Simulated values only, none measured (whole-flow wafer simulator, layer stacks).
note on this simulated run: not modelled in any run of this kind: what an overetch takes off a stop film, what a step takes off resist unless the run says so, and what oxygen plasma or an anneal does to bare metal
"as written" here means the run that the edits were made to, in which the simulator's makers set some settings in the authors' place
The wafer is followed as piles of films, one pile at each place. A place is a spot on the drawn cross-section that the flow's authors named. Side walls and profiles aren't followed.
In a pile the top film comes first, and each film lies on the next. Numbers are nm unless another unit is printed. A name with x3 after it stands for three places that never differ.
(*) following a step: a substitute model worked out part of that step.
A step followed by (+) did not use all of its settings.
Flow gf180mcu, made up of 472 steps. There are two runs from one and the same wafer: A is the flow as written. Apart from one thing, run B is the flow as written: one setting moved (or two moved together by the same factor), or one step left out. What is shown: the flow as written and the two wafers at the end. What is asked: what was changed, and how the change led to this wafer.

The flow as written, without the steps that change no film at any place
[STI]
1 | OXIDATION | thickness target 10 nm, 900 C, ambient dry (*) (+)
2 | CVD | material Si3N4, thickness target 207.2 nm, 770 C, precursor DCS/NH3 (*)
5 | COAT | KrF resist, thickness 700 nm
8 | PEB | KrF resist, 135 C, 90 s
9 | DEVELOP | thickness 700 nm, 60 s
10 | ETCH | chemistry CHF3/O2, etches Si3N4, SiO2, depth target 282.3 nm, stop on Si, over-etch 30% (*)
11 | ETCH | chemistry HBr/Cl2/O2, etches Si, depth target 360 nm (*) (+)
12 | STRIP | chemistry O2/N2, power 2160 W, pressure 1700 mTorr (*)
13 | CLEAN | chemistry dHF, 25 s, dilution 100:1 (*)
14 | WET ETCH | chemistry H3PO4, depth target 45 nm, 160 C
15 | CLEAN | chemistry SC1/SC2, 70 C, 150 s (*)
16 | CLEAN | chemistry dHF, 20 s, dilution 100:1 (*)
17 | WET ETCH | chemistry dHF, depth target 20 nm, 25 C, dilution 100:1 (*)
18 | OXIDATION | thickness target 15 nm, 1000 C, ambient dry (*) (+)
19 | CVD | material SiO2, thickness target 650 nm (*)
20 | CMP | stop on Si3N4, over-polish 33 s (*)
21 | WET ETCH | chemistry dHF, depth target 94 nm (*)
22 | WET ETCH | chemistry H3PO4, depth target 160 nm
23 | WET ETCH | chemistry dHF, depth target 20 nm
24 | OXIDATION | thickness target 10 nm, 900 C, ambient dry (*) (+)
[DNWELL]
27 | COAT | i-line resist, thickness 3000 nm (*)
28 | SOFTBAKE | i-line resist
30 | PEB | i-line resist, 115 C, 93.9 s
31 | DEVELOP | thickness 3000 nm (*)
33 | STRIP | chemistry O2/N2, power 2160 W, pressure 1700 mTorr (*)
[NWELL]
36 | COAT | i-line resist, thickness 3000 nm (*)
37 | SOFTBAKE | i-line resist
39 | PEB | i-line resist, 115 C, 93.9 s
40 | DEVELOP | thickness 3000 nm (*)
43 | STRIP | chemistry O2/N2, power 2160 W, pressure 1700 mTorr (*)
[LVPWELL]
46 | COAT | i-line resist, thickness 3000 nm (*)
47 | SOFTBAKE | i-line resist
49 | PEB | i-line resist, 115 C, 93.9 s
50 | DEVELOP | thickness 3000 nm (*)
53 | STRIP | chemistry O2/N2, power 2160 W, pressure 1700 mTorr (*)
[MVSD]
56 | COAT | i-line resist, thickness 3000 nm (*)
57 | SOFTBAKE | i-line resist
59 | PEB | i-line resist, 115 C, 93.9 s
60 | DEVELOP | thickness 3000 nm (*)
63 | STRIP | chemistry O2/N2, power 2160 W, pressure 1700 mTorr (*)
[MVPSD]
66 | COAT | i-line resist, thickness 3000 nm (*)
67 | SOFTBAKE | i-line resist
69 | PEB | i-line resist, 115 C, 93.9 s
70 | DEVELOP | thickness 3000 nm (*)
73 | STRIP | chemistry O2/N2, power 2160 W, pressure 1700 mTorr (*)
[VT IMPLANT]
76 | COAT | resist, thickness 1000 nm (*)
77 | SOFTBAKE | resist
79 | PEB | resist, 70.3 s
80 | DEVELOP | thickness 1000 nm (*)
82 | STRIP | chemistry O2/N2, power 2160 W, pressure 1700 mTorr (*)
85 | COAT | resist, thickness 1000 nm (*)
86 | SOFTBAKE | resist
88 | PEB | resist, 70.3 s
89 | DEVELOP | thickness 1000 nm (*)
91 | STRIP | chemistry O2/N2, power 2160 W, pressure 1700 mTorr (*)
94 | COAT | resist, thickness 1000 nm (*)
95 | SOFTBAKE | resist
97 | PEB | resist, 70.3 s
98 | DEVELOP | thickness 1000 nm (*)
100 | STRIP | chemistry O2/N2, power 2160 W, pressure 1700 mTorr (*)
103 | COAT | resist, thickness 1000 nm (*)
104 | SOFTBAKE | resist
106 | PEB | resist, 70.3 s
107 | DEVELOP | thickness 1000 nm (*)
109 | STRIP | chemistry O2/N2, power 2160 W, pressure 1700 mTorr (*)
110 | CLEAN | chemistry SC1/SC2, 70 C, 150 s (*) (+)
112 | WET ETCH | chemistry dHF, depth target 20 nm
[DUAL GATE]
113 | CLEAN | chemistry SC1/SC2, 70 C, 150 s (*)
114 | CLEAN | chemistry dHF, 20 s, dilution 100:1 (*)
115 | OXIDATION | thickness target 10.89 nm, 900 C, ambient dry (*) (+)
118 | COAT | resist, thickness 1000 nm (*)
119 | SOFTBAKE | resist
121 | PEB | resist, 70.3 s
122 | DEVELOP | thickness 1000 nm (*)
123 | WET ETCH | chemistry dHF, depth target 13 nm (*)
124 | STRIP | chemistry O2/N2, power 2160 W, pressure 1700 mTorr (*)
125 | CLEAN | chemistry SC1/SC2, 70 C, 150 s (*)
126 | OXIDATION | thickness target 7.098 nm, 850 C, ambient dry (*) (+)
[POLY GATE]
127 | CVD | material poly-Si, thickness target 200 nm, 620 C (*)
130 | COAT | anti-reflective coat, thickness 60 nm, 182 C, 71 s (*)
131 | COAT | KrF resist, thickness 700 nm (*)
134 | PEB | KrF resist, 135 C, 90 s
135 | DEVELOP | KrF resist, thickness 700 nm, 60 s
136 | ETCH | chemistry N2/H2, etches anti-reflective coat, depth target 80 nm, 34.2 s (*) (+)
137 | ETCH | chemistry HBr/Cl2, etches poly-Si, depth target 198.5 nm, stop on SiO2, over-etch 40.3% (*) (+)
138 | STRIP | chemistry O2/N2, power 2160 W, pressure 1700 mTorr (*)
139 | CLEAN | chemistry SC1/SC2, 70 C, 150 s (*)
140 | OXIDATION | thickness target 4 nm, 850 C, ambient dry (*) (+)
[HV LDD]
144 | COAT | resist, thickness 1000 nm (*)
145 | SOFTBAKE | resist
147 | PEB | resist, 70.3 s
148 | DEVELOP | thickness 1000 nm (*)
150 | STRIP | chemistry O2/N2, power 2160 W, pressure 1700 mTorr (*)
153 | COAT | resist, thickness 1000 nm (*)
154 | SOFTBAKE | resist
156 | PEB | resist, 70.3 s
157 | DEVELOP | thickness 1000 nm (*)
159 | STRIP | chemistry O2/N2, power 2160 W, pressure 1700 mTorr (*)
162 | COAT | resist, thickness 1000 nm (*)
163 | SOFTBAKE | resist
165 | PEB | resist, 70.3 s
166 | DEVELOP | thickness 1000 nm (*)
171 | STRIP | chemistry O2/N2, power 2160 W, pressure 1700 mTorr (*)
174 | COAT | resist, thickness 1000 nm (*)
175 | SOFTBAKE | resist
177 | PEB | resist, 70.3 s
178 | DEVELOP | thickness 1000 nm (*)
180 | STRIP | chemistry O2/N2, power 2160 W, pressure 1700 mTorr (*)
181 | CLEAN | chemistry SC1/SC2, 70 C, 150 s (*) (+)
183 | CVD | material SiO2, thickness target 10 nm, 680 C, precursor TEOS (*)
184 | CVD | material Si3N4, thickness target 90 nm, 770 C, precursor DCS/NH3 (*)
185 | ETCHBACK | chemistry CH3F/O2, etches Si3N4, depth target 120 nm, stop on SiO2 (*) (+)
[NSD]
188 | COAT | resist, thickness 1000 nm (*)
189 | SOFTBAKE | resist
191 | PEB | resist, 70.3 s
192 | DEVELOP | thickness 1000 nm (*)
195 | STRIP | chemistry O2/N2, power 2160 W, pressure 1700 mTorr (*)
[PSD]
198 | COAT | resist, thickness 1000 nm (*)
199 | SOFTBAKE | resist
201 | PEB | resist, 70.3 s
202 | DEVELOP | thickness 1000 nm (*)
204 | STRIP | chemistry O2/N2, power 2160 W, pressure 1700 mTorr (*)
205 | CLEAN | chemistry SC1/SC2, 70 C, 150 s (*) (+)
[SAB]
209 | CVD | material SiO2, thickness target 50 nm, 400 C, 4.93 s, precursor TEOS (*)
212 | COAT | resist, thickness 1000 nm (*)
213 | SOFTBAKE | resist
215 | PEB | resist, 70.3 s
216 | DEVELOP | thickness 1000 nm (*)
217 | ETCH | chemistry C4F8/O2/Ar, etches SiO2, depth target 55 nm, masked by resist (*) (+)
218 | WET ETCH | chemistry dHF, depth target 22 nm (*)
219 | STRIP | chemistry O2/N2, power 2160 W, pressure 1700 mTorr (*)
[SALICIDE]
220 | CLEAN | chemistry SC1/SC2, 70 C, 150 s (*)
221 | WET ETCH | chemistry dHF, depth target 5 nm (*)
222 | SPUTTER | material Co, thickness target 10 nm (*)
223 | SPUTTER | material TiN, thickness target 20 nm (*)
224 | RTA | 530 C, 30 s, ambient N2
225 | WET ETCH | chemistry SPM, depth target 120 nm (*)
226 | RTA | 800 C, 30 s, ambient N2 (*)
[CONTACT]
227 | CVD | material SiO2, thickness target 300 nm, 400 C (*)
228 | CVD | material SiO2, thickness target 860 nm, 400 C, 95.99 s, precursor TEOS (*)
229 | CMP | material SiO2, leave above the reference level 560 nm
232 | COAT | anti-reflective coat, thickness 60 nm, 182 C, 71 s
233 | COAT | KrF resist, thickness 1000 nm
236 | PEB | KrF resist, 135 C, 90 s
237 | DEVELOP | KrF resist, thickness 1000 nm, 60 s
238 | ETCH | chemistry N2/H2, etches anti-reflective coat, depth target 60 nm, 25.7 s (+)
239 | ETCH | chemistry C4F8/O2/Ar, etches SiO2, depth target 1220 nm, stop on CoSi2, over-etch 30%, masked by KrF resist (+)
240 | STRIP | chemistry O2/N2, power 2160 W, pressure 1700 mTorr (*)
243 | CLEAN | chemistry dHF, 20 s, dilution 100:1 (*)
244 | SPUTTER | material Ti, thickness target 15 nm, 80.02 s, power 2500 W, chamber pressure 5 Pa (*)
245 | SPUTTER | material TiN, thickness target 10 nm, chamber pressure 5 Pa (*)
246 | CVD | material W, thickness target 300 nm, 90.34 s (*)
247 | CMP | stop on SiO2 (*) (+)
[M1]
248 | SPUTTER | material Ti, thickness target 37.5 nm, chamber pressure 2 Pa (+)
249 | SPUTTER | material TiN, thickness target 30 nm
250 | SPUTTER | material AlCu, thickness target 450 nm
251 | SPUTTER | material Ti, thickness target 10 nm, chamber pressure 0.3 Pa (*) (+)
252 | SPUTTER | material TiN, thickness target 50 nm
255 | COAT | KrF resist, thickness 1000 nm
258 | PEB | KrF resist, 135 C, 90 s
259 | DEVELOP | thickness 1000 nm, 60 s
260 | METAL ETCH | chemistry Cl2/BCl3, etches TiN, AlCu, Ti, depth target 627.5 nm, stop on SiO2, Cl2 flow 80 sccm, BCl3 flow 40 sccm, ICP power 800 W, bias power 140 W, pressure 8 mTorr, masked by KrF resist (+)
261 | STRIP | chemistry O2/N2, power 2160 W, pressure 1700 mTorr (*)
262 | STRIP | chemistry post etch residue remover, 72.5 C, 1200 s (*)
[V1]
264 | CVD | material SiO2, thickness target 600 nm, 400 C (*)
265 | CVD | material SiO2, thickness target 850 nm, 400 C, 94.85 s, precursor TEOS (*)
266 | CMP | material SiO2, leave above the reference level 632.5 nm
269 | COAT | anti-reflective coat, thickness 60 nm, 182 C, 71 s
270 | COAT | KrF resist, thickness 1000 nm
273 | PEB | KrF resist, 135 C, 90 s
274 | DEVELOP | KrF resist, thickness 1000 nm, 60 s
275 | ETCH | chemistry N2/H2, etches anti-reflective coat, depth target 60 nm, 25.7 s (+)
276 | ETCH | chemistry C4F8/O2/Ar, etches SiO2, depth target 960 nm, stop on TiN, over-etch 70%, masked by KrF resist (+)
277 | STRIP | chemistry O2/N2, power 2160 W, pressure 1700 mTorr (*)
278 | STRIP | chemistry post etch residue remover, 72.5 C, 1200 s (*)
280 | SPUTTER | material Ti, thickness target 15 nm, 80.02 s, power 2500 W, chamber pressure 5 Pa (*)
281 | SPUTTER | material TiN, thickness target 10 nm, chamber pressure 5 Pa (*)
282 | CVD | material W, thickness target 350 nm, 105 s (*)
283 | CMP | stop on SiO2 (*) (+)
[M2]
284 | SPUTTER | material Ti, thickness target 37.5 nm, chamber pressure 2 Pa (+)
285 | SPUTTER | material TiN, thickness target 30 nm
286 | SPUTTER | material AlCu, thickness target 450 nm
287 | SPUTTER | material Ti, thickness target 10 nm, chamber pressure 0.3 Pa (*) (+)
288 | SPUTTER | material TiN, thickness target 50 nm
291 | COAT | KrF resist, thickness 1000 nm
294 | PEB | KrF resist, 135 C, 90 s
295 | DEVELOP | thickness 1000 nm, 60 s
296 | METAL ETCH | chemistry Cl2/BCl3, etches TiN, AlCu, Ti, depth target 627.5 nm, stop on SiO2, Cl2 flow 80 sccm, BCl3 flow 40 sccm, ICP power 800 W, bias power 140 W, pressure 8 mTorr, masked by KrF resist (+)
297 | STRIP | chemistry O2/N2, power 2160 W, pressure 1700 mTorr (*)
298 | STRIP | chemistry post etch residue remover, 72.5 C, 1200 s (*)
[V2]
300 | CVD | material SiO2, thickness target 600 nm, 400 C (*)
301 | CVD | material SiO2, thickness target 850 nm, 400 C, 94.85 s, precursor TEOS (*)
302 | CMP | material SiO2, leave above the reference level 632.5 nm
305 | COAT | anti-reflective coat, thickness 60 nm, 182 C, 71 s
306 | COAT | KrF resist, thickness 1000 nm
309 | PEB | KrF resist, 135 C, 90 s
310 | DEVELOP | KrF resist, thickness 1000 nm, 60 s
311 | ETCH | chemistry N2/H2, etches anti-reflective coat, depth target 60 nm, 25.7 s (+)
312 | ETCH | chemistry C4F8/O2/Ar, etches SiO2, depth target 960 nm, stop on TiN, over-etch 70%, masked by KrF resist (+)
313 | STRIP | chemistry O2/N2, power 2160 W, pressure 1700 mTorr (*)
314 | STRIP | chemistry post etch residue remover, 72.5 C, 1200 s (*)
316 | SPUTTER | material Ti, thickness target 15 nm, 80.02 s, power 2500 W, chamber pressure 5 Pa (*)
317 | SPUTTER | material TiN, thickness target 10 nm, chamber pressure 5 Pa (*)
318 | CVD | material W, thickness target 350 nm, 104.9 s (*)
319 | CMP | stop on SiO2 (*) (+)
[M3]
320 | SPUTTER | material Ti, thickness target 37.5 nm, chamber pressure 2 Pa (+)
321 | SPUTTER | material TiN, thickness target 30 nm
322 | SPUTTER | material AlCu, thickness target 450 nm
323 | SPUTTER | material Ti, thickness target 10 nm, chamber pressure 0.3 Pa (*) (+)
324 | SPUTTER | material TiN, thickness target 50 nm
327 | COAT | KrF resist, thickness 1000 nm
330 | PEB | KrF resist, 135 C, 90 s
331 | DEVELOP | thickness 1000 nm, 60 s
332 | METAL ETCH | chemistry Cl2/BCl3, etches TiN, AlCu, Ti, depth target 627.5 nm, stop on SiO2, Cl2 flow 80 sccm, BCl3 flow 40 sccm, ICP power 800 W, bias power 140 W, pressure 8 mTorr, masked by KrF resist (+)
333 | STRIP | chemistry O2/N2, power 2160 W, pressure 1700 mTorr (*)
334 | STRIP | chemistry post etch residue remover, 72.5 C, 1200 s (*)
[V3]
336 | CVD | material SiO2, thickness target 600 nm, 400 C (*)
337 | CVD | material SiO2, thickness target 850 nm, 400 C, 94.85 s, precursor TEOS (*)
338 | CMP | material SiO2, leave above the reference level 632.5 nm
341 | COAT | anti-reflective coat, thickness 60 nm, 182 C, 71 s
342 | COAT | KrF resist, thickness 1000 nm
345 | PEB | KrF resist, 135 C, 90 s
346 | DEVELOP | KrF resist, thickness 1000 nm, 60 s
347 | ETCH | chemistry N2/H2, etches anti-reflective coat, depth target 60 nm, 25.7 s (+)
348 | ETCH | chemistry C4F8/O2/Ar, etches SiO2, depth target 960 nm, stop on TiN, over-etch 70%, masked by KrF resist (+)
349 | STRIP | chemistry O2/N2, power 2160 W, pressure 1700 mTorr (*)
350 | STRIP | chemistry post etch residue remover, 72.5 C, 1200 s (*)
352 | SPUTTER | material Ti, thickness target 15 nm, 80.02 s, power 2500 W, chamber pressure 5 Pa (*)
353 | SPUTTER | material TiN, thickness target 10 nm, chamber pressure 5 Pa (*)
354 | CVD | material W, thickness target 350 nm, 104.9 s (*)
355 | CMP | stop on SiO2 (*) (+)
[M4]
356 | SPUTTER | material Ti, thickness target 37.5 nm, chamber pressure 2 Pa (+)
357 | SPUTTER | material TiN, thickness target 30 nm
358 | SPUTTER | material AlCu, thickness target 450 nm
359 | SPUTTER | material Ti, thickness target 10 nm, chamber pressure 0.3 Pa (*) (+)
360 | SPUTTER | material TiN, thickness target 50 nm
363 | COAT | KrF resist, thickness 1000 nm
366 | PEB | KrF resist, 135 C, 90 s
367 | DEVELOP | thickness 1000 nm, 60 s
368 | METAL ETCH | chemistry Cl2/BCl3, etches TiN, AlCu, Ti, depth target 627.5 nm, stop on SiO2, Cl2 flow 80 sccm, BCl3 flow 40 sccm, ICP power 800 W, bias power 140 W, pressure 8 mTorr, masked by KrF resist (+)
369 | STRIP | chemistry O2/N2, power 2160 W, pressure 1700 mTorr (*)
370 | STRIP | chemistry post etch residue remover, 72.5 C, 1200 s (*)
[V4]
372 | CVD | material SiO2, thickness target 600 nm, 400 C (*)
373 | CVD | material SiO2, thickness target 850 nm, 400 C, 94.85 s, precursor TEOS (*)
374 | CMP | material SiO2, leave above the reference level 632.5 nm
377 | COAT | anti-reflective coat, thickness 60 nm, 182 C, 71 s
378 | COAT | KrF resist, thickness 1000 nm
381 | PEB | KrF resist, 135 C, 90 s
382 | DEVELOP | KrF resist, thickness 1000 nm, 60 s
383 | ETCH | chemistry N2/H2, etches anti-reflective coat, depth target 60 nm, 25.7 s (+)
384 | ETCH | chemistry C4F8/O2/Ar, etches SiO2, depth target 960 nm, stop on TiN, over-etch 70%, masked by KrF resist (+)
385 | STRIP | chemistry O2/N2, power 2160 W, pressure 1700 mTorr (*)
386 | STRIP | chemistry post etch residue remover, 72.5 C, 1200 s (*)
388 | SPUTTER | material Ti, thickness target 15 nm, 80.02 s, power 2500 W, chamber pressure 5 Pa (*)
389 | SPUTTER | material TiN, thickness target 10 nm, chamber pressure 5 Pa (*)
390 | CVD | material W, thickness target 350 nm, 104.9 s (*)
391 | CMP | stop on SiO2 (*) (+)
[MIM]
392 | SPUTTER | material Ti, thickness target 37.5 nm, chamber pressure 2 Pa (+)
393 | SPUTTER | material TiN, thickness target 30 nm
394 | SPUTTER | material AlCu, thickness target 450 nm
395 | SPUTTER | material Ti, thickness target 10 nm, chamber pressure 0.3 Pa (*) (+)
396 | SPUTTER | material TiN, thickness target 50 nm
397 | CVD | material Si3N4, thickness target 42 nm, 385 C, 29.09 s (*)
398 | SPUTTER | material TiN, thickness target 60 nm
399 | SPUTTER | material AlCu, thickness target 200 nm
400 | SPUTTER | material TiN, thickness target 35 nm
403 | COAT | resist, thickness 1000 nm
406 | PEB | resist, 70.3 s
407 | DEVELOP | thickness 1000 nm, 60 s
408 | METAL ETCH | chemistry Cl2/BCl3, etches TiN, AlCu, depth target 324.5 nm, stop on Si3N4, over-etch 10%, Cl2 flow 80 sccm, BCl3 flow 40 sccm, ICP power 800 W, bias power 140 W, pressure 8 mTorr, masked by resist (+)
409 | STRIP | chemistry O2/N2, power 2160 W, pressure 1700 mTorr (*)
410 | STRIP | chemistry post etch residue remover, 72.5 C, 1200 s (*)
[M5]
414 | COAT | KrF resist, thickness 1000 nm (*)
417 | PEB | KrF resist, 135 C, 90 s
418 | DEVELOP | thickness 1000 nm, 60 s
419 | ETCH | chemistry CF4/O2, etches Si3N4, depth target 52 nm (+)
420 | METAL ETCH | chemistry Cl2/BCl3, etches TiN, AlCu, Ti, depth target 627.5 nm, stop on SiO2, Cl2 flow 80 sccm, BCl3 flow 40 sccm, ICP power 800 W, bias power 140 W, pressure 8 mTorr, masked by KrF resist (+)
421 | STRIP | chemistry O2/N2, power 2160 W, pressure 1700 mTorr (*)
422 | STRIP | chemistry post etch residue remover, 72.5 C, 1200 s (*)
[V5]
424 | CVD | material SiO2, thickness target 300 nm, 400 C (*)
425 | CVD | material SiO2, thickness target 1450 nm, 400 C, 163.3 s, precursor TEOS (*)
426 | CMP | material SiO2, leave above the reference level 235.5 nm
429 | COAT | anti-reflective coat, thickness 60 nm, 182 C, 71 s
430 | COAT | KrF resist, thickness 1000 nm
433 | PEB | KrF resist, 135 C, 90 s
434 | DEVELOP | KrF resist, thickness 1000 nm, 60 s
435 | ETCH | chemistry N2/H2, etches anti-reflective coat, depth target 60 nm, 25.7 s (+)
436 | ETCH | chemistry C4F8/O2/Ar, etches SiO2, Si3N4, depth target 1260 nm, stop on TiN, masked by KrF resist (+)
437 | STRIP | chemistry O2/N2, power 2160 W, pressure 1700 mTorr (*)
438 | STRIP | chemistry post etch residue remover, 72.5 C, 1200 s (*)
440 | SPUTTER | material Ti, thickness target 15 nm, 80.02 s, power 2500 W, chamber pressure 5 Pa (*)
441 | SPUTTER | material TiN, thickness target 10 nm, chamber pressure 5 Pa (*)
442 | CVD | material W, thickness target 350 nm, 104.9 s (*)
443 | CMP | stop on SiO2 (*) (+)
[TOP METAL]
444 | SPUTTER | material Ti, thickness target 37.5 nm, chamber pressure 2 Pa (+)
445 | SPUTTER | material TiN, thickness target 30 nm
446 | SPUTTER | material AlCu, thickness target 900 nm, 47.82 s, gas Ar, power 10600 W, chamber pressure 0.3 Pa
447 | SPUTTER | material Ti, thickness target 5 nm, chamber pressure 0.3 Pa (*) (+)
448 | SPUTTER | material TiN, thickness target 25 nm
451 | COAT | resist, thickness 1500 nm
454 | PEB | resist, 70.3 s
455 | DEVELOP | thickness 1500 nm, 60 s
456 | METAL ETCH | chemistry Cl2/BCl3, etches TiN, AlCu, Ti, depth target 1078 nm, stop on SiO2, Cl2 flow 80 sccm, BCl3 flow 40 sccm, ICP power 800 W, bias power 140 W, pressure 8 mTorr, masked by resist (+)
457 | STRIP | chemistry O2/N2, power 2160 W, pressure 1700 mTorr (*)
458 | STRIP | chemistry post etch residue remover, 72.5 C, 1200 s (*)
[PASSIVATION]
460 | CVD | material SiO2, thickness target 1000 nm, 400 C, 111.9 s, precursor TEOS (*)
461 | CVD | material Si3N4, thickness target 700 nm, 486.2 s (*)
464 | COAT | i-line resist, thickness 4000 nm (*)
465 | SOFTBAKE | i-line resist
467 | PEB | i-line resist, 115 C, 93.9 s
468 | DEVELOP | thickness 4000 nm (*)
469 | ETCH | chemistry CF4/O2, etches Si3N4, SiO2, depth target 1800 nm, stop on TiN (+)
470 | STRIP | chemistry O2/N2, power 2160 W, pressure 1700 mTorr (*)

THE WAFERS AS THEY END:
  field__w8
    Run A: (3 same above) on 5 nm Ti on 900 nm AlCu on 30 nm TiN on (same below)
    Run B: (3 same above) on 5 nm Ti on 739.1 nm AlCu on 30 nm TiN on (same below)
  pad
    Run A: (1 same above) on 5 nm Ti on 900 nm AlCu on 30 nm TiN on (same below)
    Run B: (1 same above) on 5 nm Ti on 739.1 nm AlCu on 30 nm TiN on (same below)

The reason: step 446, SPUTTER: 39.45 s was run, whereas the flow has 47.82 s.

Step by step, how the change led to this:
  446 | SPUTTER | material AlCu, thickness target 900 nm, 47.82 s, gas Ar, power 10600 W, chamber pressure 0.3 Pa
      field, field__w1, field__w2 and 109 more: A AlCu gains 900 (new film) | B AlCu gains 739.1 (new film)
  456 | METAL ETCH | chemistry Cl2/BCl3, etches TiN, AlCu, Ti, depth target 1078 nm, stop on SiO2, Cl2 flow 80 sccm, BCl3 flow 40 sccm, ICP power 800 W, bias power 140 W, pressure 8 mTorr, masked by resist (+)
      field, field__w1, field__w2 and 103 more: A TiN loses 25 (all of it), Ti loses 5 (all of it), AlCu loses 900 (all of it), TiN loses 30 (all of it), Ti loses 37.5 (all of it) | B TiN loses 25 (all of it), Ti loses 5 (all of it), AlCu loses 739.1 (all of it), TiN loses 30 (all of it), Ti loses 37.5 (all of it)
  464 | COAT | i-line resist, thickness 4000 nm (*)
      field__w8: A i-line resist gains 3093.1 (new film) | B i-line resist gains 3235.5 (new film)
      contact: A i-line resist gains 3153.6 (new film) | B i-line resist gains 3281 (new film)
      (as well as at 4 more places)
  465 | SOFTBAKE | i-line resist
      field__w11, field__w13: A i-line resist gains 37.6 | B i-line resist gains 29.2
      ld_fp_p, ld_drift_p: A i-line resist gains 33.8 | B i-line resist gains 26.3
      (as well as at 65 more places)
  467 | PEB | i-line resist, 115 C, 93.9 s
      field__w8, m1__w1: A i-line resist loses 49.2 | B i-line resist loses 52.1
      contact, m1: A i-line resist loses 49.6 | B i-line resist loses 52.4
      (as well as at 2 more places)
  468 | DEVELOP | thickness 4000 nm (*)
      pad: A i-line resist loses 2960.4 (all of it) | B i-line resist loses 3117.1 (all of it)
  470 | STRIP | chemistry O2/N2, power 2160 W, pressure 1700 mTorr (*)
      field__w8, m1__w1: A i-line resist loses 1775.9 (all of it) | B i-line resist loses 1930.1 (all of it)
      contact: A i-line resist loses 1798.3 (all of it) | B i-line resist loses 1947 (all of it)
      (as well as at 2 more places)
